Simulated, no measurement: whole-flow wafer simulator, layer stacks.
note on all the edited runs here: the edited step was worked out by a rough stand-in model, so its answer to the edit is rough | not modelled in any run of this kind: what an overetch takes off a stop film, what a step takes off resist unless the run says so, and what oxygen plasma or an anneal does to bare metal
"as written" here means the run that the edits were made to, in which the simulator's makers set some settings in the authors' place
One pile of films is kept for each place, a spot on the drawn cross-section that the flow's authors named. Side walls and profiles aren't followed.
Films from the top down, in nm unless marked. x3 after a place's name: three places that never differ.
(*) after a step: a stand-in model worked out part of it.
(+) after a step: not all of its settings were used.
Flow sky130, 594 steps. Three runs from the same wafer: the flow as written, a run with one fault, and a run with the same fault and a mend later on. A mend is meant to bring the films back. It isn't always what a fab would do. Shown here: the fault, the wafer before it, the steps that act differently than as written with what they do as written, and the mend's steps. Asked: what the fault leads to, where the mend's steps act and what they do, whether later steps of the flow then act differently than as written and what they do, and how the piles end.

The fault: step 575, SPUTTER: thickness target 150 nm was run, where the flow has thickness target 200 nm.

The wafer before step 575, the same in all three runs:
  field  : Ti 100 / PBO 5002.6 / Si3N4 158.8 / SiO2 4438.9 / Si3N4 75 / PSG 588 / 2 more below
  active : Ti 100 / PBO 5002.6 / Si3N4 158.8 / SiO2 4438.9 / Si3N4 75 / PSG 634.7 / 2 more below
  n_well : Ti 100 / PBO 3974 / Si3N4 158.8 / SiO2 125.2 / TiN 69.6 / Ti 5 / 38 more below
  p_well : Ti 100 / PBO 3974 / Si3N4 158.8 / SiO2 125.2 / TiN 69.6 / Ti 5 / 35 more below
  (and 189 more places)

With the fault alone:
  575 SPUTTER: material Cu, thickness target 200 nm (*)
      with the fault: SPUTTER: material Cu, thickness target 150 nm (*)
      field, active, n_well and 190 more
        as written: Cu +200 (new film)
        with the fault: Cu +150 (new film)
  Later steps of the flow that act differently than as written (7 more steps differ only slightly, by at most 2% or 0.5 nm, whichever is larger, and aren't shown):
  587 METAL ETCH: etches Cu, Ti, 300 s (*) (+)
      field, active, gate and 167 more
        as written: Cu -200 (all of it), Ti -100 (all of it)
        with the fault: Cu -150 (all of it), Ti -100 (all of it)
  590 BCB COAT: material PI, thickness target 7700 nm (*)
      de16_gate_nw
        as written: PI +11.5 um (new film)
        with the fault: PI +11.46 um (new film)
  At the end the piles differ from the flow's by more than 2% or 0.5 nm, whichever is larger, at mim, sd_hvn, dext_nw_sti and 11 more.
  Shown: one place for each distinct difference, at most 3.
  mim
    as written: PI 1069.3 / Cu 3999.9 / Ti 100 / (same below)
    with the fault: PI 1116.1 / Cu 3949.9 / Ti 100 / (same below)
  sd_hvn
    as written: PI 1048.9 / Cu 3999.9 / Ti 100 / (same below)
    with the fault: PI 1097.1 / Cu 3949.9 / Ti 100 / (same below)
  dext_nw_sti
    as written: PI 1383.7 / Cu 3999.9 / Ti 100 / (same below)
    with the fault: PI 1428.6 / Cu 3949.9 / Ti 100 / (same below)

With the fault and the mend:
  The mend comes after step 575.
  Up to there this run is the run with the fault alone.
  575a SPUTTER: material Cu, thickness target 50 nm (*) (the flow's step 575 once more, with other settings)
      field, active, n_well and 190 more
        Cu +50
  No later step of the flow acts differently than as written at any place that is followed.
  At the end the piles are the same as the flow's at every place that both follow.
